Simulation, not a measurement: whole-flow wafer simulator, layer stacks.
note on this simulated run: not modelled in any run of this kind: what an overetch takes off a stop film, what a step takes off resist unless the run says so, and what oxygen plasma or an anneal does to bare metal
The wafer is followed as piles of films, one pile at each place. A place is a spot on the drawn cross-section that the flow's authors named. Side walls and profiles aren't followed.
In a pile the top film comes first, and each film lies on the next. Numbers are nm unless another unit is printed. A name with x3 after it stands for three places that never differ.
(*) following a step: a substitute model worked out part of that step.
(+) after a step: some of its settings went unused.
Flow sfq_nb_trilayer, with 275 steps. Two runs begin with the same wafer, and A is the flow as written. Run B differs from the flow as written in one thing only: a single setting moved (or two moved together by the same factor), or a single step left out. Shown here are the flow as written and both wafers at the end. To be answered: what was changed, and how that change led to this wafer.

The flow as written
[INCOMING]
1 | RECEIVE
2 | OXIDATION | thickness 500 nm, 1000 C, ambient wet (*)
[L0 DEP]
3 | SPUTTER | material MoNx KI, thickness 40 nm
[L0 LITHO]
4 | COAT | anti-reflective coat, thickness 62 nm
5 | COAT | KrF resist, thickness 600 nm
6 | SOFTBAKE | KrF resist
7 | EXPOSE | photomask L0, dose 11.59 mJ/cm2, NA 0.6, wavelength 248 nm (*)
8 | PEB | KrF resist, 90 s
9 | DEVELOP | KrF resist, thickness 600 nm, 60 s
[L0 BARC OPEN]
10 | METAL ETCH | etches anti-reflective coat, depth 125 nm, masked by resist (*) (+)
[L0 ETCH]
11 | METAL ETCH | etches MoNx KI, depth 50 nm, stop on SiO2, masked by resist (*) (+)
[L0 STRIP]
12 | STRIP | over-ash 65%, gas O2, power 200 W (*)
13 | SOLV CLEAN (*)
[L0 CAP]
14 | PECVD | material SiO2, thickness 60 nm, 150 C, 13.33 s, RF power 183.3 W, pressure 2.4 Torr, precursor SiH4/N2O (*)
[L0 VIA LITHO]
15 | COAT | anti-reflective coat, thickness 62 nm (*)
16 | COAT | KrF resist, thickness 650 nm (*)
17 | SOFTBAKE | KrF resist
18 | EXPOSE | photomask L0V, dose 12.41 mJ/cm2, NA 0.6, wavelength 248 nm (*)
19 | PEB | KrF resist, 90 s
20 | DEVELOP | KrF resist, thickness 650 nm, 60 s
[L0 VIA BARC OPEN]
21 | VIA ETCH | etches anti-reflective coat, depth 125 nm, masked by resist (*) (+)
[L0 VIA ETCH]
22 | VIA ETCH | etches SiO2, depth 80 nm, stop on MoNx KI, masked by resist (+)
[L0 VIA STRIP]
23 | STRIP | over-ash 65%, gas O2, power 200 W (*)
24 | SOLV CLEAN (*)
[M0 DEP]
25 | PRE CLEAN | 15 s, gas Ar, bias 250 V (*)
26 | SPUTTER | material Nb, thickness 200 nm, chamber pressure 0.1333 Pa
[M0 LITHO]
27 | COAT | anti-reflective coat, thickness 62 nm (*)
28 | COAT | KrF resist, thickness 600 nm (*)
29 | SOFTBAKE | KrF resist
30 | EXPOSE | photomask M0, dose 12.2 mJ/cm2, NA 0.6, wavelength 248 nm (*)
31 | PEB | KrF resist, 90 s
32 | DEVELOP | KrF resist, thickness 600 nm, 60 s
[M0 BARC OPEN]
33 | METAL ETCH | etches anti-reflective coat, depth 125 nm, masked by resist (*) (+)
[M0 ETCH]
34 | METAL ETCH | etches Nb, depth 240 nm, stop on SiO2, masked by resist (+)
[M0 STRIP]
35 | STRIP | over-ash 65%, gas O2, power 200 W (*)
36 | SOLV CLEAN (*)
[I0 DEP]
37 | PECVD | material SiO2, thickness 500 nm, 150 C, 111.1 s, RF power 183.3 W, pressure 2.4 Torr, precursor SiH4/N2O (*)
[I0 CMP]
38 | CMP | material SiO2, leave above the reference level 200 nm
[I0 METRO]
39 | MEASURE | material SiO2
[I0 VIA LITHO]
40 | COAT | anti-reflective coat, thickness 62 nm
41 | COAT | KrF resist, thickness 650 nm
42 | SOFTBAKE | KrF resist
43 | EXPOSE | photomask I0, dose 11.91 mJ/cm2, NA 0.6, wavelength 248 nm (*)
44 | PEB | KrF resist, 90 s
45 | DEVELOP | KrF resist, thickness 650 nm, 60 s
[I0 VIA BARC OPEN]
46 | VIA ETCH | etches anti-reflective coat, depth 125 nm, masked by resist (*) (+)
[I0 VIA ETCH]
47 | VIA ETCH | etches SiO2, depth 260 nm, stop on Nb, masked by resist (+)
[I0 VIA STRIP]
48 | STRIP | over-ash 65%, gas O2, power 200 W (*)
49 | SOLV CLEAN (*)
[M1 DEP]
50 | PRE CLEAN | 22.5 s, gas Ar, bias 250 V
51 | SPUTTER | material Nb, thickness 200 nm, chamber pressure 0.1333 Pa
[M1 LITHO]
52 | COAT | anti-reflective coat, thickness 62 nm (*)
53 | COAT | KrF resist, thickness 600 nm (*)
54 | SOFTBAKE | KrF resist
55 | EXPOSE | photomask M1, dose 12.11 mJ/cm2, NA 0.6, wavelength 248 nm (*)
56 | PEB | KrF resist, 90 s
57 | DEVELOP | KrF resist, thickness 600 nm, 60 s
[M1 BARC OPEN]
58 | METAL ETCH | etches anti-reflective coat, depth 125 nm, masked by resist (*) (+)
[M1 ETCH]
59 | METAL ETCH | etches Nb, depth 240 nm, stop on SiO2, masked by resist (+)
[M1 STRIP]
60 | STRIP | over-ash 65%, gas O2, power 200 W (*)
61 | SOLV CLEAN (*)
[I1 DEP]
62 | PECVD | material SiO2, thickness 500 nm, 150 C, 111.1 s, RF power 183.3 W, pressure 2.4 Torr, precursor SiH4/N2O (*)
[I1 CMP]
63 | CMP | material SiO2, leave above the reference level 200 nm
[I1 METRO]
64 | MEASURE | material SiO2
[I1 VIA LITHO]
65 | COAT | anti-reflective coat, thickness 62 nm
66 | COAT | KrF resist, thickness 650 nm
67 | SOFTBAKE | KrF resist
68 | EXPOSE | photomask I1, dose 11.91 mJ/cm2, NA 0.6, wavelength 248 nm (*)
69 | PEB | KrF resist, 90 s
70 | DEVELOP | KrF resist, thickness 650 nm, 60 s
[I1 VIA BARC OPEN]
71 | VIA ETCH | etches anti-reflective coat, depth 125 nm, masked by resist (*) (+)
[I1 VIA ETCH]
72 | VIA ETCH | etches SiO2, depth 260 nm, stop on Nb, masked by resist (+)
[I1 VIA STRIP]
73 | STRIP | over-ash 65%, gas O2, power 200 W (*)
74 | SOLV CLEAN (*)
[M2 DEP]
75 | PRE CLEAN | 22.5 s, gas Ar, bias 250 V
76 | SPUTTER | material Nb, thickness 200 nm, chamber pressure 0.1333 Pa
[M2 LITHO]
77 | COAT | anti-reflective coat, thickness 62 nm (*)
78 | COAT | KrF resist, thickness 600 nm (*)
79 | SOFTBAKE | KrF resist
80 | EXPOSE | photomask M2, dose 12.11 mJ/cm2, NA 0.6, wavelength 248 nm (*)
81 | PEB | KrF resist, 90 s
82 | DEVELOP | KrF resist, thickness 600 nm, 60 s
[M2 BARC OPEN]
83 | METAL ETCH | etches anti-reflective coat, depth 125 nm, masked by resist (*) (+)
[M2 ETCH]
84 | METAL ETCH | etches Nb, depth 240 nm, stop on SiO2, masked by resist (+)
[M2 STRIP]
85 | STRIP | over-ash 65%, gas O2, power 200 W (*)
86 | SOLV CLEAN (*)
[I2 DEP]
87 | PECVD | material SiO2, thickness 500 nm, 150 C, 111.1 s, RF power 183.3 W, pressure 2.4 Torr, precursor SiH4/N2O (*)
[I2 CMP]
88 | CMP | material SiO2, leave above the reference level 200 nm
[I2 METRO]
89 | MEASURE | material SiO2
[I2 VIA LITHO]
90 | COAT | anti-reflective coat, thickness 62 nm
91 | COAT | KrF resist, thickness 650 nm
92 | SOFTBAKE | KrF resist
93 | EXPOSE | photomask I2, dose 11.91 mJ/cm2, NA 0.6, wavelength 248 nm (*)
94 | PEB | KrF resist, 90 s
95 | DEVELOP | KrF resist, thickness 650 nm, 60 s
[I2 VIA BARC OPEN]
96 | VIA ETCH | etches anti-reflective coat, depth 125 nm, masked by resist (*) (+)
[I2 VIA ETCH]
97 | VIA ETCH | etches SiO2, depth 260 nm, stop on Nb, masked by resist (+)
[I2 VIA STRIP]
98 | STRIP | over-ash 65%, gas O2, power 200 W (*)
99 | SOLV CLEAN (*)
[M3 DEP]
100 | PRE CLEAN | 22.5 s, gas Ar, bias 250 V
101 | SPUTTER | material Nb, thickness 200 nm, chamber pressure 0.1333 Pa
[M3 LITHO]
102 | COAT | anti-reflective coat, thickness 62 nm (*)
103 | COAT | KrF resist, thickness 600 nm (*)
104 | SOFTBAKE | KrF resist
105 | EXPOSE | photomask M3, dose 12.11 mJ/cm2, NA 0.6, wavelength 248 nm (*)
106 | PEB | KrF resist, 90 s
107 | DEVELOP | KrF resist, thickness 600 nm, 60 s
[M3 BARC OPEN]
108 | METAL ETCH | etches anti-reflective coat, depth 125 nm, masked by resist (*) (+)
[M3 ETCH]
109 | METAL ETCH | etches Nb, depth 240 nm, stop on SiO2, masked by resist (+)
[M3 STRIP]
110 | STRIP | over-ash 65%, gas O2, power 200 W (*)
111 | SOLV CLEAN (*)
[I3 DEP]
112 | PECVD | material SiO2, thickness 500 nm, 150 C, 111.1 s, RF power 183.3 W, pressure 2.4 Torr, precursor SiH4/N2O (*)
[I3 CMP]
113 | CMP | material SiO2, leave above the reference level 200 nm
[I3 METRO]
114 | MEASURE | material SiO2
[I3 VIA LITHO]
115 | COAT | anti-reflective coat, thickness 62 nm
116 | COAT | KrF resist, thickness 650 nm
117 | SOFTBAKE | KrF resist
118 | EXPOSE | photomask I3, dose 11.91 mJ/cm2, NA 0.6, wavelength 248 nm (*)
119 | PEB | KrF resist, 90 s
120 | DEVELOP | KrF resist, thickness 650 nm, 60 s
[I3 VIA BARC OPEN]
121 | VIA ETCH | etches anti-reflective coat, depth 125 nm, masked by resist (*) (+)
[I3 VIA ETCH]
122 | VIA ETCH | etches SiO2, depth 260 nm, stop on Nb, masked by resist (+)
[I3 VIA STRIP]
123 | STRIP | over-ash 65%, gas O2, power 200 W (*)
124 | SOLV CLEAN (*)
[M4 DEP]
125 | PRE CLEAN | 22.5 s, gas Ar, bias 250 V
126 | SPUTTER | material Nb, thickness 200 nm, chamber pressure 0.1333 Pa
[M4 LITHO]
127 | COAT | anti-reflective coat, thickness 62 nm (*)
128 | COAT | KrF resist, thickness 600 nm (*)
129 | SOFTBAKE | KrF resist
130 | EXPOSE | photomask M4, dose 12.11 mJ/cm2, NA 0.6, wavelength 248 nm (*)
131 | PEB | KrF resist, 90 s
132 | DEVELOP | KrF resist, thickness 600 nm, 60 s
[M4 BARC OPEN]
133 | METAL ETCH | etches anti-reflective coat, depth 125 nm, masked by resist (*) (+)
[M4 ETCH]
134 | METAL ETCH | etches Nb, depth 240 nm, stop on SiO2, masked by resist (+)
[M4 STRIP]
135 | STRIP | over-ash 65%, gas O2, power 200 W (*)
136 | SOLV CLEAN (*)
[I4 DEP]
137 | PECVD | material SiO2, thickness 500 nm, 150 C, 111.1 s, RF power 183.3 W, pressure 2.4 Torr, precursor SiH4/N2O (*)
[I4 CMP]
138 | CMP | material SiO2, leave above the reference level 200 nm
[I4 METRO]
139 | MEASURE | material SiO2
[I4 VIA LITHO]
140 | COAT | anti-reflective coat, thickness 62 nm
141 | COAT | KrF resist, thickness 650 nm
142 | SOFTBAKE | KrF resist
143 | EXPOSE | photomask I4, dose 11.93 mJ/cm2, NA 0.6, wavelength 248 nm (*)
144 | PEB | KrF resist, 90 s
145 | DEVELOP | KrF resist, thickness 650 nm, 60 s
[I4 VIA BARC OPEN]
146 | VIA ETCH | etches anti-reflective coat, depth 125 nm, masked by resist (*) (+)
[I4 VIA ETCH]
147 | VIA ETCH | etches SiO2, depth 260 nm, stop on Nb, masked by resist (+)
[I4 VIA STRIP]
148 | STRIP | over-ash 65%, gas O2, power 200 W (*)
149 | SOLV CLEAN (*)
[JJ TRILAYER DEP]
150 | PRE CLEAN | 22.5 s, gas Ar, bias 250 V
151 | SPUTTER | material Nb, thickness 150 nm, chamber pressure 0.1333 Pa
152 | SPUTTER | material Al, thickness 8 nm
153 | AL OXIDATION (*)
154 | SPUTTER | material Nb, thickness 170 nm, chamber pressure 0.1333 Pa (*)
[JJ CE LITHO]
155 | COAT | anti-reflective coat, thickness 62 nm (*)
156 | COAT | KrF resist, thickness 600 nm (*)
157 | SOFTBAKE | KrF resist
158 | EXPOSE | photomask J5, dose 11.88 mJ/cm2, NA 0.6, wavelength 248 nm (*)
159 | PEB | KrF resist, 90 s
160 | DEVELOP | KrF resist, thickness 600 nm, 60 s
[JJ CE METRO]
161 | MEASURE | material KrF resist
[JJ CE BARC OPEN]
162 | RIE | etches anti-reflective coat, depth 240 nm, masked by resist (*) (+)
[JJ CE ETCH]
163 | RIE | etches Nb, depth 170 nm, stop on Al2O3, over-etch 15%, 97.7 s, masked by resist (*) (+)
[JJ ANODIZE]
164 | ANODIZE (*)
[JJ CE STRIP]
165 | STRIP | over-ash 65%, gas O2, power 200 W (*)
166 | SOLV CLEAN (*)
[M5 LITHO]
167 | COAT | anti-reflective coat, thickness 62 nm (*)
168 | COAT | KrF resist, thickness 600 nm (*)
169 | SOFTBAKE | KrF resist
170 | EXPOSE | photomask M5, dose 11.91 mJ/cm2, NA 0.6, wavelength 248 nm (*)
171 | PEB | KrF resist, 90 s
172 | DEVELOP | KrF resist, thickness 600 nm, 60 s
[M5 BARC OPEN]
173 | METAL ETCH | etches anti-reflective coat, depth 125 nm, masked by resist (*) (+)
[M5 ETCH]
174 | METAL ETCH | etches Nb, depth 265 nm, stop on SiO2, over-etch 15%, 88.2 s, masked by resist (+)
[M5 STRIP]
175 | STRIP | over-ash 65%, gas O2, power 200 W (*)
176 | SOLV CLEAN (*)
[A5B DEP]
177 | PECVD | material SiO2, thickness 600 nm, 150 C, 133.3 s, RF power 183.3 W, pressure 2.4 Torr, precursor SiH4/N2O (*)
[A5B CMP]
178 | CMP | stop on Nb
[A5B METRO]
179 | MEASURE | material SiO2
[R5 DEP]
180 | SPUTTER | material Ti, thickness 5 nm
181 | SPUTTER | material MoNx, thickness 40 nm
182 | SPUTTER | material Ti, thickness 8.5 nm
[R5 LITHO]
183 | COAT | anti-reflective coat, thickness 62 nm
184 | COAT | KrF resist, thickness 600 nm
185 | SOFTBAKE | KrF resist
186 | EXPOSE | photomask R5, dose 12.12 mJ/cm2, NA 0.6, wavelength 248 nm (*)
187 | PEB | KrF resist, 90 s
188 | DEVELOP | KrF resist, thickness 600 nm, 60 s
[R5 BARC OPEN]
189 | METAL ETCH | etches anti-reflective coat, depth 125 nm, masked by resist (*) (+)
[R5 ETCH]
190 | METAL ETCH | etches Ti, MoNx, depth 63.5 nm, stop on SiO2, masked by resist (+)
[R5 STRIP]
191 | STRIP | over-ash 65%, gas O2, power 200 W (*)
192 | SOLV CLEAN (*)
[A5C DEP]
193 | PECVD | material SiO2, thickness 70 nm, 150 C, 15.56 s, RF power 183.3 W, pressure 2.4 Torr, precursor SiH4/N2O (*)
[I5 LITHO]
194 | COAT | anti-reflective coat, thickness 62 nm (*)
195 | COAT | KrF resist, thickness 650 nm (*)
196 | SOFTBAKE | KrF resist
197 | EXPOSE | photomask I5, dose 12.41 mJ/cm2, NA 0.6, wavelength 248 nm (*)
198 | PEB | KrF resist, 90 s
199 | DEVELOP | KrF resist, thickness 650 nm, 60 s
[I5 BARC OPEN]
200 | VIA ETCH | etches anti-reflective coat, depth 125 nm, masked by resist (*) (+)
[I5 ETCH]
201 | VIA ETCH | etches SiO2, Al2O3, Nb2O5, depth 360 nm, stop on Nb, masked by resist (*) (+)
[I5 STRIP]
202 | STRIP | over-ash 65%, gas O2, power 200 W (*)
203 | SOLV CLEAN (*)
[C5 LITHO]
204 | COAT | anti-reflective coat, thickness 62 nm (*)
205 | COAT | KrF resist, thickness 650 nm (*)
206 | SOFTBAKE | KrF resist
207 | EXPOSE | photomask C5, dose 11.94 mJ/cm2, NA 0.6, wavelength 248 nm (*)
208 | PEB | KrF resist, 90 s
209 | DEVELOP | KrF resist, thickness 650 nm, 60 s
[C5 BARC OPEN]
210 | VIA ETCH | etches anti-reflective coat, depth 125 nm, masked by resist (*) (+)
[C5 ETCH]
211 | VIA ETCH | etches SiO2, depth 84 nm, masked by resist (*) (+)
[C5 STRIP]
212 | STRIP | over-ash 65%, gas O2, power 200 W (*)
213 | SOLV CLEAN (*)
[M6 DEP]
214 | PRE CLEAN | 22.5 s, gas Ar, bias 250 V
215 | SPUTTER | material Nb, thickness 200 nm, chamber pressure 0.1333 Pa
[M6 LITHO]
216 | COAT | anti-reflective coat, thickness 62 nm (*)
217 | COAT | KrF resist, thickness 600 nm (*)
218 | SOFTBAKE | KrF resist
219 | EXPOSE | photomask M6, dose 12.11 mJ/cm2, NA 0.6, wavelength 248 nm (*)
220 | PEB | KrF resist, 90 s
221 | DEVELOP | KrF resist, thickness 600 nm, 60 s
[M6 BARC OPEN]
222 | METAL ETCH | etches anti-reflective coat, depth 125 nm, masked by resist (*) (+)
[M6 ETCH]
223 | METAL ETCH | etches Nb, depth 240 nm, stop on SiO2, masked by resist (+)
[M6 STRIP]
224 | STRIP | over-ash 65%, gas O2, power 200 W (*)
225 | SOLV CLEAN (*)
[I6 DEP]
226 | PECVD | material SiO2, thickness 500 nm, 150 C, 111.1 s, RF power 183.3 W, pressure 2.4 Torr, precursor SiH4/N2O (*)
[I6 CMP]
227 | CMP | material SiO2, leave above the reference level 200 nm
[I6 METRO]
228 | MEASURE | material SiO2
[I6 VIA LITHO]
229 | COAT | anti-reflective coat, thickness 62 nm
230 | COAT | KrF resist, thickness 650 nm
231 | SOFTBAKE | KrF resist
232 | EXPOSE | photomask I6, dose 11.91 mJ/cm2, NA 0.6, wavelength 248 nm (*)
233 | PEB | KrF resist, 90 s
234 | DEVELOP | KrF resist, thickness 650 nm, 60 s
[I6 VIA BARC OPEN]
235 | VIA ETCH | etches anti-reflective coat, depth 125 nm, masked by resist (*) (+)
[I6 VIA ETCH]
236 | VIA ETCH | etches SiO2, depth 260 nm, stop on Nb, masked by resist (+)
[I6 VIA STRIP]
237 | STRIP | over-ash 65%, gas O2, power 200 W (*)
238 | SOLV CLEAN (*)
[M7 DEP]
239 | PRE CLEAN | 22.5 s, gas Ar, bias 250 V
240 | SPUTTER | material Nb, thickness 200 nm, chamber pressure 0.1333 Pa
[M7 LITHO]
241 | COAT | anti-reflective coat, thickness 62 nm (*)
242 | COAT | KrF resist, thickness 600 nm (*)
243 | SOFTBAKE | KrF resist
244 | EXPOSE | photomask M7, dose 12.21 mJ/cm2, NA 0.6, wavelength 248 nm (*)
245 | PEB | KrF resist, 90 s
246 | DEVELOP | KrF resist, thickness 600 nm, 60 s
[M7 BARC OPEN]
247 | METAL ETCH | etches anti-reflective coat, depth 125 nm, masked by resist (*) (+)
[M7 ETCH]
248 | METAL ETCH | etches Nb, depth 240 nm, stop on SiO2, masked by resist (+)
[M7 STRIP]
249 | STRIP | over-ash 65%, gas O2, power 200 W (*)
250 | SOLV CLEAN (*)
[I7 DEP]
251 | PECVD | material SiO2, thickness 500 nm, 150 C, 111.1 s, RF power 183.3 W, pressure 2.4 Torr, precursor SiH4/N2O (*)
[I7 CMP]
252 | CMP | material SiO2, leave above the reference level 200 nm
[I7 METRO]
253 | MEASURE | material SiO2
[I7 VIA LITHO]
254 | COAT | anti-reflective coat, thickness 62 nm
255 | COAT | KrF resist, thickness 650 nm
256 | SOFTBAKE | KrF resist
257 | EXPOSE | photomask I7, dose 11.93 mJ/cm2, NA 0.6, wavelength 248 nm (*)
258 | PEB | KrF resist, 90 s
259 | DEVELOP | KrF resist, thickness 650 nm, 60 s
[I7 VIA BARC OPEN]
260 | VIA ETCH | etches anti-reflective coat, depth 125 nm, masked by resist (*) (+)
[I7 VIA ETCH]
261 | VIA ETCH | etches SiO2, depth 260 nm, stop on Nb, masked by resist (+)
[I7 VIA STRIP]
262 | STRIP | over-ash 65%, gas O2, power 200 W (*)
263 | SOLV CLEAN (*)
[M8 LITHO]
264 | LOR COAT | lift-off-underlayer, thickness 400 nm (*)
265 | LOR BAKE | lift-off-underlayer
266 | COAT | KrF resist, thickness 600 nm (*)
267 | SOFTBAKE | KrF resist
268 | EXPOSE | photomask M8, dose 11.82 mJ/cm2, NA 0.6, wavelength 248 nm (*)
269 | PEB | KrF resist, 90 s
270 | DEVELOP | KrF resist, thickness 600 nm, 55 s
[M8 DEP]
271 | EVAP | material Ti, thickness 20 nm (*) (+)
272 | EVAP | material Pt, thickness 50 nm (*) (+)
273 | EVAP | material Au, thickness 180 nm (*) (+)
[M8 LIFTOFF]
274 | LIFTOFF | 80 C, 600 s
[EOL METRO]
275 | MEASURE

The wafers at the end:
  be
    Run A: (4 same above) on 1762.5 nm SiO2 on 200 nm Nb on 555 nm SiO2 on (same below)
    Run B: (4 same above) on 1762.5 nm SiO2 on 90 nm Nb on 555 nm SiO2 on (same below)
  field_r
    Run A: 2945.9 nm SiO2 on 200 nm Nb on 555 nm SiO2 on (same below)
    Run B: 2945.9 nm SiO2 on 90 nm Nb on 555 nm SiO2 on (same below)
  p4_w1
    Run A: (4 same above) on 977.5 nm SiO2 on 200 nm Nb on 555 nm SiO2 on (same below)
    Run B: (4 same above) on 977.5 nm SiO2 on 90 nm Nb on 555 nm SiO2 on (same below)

Cause: step 26, SPUTTER: thickness 90 nm was run, while the flow as written has thickness 200 nm.
The wafer itself shows it: be has Nb 90, and step 26 as written asks for 200 nm.

The path from the change to this, step by step:
  26 | SPUTTER | material Nb, thickness 200 nm, chamber pressure 0.1333 Pa
      field_l, via_wl, via_w and 100 more: A +200 Nb (new film) | B +90 Nb (new film)
      v_sur: A +200 Nb (new film) | B +86.9 Nb (new film)
      (and at 2 other places as well)
  27 | COAT | anti-reflective coat, thickness 62 nm (*)
      v_sur: A +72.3 anti-reflective coat (new film) | B +73.9 anti-reflective coat (new film)
  34 | METAL ETCH | etches Nb, depth 240 nm, stop on SiO2, masked by resist (+)
      field_l, v_sur, via_wl and 100 more: A -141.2 KrF resist | B -79.4 KrF resist
      moat, m0r_space_l x2: A -200 Nb (all of it) | B -90 Nb (all of it)
  35 | STRIP | over-ash 65%, gas O2, power 200 W (*)
      p4_fl, p4_fm, p4_w1 and 68 more: A -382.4 KrF resist (all of it), -62 anti-reflective coat (all of it) | B -444.1 KrF resist (all of it), -62 anti-reflective coat (all of it)
      c5j, ce_r, sp_r, be_r, r_sur, res: A -389 KrF resist (all of it), -63.6 anti-reflective coat (all of it) | B -450.7 KrF resist (all of it), -63.6 anti-reflective coat (all of it)
      (and at 26 other places as well)
  37 | PECVD | material SiO2, thickness 500 nm, 150 C, 111.1 s, RF power 183.3 W, pressure 2.4 Torr, precursor SiH4/N2O (*)
      moat, m0r_space_l x2: A +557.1 SiO2 | B +500 SiO2
  38 | CMP | material SiO2, leave above the reference level 200 nm
      moat, m0r_space_l x2: A -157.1 SiO2 | B -210 SiO2
